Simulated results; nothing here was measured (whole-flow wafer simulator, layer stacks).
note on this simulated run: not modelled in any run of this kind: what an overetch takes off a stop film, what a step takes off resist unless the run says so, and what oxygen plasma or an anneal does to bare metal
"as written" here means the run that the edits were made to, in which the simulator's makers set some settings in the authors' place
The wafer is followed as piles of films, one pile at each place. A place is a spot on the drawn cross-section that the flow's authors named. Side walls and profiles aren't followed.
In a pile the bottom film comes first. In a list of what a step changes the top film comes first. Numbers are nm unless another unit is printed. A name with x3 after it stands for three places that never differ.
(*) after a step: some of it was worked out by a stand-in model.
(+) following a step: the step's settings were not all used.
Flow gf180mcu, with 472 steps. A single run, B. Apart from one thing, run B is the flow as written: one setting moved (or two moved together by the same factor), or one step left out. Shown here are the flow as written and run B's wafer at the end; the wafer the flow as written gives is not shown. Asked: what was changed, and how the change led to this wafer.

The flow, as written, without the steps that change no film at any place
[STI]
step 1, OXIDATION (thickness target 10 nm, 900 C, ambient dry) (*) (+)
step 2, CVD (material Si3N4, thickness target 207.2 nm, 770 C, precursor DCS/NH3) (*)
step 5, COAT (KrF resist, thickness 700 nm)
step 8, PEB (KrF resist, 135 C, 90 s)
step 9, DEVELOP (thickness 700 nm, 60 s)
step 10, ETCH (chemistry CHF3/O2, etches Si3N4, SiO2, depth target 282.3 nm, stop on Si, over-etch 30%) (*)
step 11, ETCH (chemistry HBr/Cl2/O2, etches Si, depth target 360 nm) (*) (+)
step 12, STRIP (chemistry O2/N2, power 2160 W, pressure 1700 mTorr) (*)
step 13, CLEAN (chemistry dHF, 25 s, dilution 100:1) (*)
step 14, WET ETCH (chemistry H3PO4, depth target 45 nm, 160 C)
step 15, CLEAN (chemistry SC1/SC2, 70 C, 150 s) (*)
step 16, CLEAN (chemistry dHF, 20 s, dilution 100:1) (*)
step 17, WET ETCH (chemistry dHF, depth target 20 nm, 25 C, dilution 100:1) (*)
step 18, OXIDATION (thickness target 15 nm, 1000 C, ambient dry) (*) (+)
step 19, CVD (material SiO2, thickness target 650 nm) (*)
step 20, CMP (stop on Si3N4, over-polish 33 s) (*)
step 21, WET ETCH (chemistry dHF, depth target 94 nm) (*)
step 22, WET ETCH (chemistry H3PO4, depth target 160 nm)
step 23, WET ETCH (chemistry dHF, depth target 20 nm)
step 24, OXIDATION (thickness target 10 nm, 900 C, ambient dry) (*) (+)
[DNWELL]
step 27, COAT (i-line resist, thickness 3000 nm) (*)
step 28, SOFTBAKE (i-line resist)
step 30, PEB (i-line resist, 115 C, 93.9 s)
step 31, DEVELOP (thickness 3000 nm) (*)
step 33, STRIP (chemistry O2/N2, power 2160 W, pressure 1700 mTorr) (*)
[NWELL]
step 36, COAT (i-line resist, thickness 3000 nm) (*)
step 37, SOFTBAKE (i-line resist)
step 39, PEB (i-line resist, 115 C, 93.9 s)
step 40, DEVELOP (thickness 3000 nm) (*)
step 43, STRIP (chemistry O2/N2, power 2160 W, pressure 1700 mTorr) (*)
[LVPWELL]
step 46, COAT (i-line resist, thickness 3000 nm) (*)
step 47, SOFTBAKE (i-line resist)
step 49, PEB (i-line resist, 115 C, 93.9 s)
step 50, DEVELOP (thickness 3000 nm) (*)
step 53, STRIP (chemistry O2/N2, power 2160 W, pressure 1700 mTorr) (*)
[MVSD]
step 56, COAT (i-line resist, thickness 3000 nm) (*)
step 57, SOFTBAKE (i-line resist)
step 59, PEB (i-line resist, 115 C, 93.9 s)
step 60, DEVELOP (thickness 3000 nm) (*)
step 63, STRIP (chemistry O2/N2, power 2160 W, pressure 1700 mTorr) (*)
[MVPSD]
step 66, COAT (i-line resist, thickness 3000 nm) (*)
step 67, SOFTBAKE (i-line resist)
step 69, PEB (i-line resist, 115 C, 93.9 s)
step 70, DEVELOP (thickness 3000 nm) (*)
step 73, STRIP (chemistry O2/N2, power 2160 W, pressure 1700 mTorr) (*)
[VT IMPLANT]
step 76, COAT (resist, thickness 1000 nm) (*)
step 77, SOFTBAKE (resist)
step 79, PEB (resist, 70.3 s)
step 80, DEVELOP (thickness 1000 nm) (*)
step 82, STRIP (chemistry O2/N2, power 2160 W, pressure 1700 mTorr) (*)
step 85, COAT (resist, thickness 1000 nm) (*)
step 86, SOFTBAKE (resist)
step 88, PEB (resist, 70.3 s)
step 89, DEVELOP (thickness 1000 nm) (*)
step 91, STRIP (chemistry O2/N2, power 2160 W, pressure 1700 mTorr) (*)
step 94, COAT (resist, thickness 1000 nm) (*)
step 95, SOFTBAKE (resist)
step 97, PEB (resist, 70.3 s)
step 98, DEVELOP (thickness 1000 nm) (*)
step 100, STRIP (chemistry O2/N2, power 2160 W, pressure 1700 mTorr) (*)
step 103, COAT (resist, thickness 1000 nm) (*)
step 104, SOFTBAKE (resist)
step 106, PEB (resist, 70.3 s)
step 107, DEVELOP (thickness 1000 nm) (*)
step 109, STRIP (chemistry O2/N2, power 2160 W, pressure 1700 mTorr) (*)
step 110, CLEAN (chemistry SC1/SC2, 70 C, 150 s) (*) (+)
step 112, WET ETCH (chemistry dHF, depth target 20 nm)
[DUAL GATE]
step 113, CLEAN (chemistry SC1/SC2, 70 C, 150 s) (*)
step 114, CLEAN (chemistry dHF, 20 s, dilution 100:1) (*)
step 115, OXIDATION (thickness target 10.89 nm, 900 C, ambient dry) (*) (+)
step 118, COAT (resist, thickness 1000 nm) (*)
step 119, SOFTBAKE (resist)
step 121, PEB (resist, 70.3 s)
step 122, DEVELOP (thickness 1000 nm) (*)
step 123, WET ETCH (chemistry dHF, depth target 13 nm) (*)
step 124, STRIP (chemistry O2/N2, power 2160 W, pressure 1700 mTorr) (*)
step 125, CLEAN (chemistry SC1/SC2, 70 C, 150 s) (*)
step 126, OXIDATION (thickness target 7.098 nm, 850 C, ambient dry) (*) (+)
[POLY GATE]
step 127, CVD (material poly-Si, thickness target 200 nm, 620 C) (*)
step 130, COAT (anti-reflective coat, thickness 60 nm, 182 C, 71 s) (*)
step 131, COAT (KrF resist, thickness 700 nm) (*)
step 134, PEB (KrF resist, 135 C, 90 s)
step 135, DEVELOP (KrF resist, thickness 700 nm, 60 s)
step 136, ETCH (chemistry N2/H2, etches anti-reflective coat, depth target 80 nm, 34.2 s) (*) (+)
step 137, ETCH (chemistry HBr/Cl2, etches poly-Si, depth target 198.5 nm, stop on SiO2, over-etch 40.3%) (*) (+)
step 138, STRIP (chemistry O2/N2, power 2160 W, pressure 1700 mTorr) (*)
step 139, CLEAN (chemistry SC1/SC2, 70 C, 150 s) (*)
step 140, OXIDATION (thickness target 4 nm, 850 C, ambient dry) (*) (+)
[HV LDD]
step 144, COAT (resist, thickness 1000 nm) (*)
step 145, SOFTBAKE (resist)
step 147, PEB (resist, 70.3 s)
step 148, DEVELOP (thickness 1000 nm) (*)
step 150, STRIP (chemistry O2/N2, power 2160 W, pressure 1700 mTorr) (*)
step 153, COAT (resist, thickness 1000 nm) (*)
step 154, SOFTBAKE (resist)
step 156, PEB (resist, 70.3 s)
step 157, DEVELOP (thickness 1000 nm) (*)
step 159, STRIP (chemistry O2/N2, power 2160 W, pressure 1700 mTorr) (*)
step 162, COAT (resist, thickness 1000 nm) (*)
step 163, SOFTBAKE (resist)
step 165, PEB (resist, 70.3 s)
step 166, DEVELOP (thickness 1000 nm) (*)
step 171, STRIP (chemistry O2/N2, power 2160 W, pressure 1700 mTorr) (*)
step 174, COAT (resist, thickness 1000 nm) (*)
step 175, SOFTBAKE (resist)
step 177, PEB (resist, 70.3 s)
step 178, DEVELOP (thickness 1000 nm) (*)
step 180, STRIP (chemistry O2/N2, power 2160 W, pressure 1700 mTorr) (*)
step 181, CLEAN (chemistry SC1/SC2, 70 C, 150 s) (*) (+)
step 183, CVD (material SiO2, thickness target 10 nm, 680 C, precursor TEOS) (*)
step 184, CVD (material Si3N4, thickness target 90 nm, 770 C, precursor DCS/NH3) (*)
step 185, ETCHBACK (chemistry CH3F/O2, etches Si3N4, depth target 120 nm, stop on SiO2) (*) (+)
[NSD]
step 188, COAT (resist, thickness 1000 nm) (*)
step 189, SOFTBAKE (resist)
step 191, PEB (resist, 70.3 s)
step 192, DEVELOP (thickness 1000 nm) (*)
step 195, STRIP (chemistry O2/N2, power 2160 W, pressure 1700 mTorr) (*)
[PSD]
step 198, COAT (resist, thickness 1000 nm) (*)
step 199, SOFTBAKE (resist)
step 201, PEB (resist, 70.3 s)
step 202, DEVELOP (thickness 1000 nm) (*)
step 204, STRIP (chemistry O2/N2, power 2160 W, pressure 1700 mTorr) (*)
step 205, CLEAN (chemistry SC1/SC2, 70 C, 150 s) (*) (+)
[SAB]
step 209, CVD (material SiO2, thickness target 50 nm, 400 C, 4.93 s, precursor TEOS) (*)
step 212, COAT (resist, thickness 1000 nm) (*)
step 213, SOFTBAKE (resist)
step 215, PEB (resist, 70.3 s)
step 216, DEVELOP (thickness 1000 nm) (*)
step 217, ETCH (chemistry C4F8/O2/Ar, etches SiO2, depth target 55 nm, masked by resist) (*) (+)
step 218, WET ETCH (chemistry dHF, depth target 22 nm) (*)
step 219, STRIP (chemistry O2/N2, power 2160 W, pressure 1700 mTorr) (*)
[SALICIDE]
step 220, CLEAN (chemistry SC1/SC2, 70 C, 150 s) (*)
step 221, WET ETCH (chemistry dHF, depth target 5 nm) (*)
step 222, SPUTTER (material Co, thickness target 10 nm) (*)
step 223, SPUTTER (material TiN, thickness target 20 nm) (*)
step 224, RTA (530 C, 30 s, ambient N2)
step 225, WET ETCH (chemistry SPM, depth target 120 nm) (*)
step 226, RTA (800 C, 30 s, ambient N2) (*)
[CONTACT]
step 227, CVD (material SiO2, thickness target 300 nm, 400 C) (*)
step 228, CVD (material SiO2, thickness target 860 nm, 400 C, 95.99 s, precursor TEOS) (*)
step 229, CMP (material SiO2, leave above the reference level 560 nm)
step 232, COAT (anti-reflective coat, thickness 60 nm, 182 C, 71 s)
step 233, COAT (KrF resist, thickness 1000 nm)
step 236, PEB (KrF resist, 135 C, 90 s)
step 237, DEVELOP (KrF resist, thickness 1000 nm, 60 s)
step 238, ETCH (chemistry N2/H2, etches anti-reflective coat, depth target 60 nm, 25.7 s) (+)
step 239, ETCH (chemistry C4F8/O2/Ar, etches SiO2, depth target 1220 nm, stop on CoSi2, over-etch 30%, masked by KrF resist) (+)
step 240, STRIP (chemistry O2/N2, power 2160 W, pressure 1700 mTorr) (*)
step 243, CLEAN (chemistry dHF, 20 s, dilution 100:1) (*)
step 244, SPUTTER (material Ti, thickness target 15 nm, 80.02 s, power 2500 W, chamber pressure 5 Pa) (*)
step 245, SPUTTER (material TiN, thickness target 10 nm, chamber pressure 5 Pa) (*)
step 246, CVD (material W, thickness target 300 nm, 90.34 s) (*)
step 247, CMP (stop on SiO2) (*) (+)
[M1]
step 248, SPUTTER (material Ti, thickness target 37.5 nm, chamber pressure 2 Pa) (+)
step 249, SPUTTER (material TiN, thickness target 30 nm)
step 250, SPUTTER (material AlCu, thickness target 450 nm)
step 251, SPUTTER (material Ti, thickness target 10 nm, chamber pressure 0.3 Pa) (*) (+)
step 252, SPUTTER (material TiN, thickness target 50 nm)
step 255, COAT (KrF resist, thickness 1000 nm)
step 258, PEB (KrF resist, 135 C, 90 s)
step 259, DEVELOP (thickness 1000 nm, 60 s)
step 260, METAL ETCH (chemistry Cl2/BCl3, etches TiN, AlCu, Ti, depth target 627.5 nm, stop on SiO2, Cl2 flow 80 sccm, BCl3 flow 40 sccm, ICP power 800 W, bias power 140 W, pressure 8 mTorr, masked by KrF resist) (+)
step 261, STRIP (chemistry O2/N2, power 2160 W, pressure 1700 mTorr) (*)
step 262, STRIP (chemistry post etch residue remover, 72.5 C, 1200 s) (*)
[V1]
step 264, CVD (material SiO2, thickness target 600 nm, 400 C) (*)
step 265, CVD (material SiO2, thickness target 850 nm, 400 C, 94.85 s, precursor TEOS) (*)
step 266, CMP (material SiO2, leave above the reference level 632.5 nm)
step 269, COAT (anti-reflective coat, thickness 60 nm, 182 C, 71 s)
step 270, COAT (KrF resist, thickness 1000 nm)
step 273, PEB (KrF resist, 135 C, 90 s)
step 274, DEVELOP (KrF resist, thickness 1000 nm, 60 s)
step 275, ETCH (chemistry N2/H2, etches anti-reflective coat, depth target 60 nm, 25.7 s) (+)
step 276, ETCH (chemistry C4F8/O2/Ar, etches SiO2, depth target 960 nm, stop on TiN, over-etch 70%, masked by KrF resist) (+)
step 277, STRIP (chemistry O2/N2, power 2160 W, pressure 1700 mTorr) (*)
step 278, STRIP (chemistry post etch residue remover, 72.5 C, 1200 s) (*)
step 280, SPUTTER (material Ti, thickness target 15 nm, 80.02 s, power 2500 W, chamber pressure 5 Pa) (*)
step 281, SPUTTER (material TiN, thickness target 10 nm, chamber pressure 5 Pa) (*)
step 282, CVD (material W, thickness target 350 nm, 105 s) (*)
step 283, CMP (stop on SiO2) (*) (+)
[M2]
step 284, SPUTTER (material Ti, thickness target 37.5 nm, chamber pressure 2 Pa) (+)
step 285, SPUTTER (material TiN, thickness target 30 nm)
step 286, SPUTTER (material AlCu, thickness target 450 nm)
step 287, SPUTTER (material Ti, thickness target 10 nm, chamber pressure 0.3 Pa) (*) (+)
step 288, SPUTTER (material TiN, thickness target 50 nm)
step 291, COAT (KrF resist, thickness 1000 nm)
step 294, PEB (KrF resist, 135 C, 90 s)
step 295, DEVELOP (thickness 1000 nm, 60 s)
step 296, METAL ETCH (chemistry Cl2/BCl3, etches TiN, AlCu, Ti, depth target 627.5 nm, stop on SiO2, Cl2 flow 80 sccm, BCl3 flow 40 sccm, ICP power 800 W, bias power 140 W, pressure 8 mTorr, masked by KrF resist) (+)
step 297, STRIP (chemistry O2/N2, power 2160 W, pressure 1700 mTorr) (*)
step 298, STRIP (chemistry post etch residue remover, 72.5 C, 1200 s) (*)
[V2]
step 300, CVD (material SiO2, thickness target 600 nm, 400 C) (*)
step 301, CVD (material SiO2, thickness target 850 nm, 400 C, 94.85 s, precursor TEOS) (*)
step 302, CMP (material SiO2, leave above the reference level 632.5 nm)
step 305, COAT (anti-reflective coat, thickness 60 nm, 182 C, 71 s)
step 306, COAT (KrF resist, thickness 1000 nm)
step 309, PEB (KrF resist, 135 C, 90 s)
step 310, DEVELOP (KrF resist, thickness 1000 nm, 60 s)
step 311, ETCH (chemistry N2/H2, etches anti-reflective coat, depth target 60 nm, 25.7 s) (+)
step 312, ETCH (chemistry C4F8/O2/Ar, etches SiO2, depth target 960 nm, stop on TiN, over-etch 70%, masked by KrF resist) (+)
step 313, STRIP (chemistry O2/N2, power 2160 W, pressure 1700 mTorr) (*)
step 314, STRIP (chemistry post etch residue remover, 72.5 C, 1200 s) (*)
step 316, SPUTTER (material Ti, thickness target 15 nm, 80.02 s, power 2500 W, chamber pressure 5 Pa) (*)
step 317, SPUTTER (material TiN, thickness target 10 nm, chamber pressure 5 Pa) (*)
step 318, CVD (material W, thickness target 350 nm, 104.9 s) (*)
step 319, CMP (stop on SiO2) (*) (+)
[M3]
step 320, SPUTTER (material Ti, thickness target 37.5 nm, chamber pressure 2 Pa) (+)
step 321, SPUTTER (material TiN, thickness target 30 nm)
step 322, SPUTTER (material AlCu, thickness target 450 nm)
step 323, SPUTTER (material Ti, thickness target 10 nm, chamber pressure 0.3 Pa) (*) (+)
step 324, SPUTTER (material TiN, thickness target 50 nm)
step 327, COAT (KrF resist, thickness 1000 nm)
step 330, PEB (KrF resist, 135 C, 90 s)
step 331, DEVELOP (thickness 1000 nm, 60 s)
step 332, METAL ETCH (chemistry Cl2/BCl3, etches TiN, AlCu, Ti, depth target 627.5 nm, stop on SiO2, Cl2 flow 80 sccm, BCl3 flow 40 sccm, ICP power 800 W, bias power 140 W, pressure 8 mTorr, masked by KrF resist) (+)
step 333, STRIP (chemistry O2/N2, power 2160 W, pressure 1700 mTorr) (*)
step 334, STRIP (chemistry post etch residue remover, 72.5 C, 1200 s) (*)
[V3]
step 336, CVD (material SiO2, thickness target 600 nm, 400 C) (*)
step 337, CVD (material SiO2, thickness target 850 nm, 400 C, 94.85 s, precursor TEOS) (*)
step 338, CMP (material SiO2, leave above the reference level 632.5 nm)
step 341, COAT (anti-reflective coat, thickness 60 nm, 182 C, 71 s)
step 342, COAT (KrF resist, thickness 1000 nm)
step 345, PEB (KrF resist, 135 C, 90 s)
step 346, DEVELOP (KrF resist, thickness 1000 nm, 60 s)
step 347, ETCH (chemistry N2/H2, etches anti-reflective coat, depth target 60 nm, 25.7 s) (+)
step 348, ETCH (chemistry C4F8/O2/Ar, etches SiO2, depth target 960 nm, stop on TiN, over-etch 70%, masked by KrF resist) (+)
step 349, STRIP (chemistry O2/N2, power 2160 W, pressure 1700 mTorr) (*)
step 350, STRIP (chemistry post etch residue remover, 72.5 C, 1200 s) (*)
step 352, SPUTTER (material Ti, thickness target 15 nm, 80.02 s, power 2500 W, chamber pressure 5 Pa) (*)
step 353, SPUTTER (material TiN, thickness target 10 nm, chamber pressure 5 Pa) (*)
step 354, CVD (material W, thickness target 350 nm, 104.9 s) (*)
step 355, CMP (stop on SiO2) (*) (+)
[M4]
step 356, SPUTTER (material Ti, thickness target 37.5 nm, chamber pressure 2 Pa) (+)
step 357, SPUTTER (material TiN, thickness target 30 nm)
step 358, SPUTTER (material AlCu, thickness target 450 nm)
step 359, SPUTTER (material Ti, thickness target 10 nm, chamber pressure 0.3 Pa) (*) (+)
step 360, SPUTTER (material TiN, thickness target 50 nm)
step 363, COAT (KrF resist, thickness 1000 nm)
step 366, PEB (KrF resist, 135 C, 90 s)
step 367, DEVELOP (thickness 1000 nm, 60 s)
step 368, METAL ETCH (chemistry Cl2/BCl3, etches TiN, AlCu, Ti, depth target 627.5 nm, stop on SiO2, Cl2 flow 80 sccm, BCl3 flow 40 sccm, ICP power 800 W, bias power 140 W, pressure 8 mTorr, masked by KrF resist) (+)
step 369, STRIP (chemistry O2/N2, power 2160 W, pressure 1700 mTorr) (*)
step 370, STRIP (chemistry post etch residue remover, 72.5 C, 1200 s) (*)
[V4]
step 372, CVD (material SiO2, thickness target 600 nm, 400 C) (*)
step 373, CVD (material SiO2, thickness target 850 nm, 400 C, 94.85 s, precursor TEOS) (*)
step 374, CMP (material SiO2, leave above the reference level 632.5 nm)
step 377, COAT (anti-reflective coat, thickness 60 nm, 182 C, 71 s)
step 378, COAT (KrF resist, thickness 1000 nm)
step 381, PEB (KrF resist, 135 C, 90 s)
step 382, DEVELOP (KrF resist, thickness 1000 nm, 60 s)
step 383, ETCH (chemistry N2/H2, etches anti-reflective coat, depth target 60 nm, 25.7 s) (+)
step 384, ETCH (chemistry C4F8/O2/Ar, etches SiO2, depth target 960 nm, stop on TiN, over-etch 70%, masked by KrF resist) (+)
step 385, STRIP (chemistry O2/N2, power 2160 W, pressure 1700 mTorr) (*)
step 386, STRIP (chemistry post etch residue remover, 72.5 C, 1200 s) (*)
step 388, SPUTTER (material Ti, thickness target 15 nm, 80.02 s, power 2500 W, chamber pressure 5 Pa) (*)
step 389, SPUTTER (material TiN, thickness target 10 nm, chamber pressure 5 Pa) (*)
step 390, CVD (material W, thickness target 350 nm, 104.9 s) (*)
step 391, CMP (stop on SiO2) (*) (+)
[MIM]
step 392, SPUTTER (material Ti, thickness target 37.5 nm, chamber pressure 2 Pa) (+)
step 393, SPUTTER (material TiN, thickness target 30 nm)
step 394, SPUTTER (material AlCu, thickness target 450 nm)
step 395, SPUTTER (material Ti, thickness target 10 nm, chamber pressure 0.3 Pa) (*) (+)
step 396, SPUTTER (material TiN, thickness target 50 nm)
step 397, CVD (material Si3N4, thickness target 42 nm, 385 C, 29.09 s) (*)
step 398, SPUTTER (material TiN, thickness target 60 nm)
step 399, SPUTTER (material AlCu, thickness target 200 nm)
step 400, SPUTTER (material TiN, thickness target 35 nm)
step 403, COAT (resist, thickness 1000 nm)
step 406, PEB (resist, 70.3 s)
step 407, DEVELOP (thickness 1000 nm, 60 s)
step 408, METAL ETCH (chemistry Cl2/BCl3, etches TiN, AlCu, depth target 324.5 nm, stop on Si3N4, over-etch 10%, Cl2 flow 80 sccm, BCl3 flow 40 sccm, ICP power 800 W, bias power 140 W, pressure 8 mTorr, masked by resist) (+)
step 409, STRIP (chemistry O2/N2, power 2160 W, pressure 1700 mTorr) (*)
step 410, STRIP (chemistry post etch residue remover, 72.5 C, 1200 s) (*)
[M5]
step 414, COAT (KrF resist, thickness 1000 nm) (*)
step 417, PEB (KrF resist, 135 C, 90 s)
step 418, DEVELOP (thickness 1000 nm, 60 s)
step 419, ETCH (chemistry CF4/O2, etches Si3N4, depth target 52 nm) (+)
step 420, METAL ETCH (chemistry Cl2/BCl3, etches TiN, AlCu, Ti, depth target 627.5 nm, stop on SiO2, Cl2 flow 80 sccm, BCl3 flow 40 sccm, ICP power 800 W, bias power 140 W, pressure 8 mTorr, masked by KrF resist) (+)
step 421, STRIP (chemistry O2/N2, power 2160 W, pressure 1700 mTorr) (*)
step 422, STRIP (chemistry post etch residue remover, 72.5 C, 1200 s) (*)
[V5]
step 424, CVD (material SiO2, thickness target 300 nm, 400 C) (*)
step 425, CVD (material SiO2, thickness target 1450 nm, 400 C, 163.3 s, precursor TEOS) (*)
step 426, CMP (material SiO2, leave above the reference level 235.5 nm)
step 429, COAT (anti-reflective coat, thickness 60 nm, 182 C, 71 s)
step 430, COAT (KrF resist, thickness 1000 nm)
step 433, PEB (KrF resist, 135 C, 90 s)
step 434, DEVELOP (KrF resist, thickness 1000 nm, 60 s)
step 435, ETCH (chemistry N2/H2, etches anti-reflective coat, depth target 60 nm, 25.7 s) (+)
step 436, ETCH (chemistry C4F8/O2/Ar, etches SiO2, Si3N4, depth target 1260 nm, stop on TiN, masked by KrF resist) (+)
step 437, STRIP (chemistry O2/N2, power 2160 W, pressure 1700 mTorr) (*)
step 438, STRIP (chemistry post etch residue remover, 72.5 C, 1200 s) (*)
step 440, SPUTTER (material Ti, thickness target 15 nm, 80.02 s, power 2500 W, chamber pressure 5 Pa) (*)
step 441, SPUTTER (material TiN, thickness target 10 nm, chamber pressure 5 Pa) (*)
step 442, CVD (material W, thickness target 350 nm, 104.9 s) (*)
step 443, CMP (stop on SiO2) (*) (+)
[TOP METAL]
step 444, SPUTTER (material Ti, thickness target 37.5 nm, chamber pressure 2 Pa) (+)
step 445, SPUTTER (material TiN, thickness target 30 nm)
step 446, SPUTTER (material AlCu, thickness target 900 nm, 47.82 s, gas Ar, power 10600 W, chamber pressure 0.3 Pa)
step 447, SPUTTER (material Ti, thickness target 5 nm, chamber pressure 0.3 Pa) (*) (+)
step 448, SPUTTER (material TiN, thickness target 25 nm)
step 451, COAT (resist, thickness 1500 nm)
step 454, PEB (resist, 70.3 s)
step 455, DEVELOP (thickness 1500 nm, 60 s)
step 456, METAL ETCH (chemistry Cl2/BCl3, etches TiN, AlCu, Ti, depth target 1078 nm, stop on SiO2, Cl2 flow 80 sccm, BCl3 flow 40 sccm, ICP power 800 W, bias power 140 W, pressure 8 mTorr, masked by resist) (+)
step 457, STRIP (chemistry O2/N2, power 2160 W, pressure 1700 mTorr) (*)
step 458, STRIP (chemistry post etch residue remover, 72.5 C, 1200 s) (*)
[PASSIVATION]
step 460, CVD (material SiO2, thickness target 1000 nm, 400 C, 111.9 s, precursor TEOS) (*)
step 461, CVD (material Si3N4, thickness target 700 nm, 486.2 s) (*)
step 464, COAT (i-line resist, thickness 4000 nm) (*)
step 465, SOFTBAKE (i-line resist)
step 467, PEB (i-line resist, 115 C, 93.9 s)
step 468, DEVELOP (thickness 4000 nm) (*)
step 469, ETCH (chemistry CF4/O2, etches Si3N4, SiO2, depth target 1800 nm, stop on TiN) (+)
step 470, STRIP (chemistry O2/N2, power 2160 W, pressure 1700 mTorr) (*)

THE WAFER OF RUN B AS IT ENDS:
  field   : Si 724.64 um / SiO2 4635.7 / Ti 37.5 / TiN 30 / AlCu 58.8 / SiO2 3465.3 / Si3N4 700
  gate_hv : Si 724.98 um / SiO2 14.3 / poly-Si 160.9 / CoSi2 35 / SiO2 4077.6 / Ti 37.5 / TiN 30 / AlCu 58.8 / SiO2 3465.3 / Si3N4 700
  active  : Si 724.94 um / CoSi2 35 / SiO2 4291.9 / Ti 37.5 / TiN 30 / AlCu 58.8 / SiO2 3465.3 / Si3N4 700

What caused this: step 368, METAL ETCH: depth target 445.5 nm was run, though the flow has depth target 627.5 nm.

How this came from the change, step by step:
  step 368, METAL ETCH (chemistry Cl2/BCl3, etches TiN, AlCu, Ti, depth target 627.5 nm, stop on SiO2, Cl2 flow 80 sccm, BCl3 flow 40 sccm, ICP power 800 W, bias power 140 W, pressure 8 mTorr, masked by KrF resist) (+)
      field, field__w1, field__w2 and 103 more: -50 TiN (all of it), -10 Ti (all of it), -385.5 AlCu (in the flow as written it would be: -50 TiN (all of it), -10 Ti (all of it), -450 AlCu (all of it), -30 TiN (all of it), -37.5 Ti (all of it))
      field__w8, contact, m1, m1__w1, m1_nw: -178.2 KrF resist (in the flow as written it would be: -251 KrF resist)
  step 369, STRIP (chemistry O2/N2, power 2160 W, pressure 1700 mTorr) (*)
      field__w8, contact, m1, m1__w1, m1_nw: -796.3 KrF resist (all of it) (in the flow as written it would be: -723.5 KrF resist (all of it))
  step 370, STRIP (chemistry post etch residue remover, 72.5 C, 1200 s) (*)
      field, field__w1, field__w2 and 103 more: -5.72 AlCu (in the flow as written it would be: nothing)
  step 372, CVD (material SiO2, thickness target 600 nm, 400 C) (*)
      field, field__w1, field__w2 and 103 more: +600 SiO2 (new film) (in the flow as written it would be: +600 SiO2)
  step 374, CMP (material SiO2, leave above the reference level 632.5 nm)
      field, field__w1, field__w2 and 103 more: -426.3 SiO2 (in the flow as written it would be: -300 SiO2)
Taking metal films that touch as one body, field has 1 body; the flow as written gives 0 bodies.
Taking metal films that touch as one body, gate_hv has 2 bodies (between them, from the top down: SiO2 4077.6); the flow as written gives 1 body.
Taking metal films that touch as one body, active has 2 bodies (between them, from the top down: SiO2 4291.9); the flow as written gives 1 body.
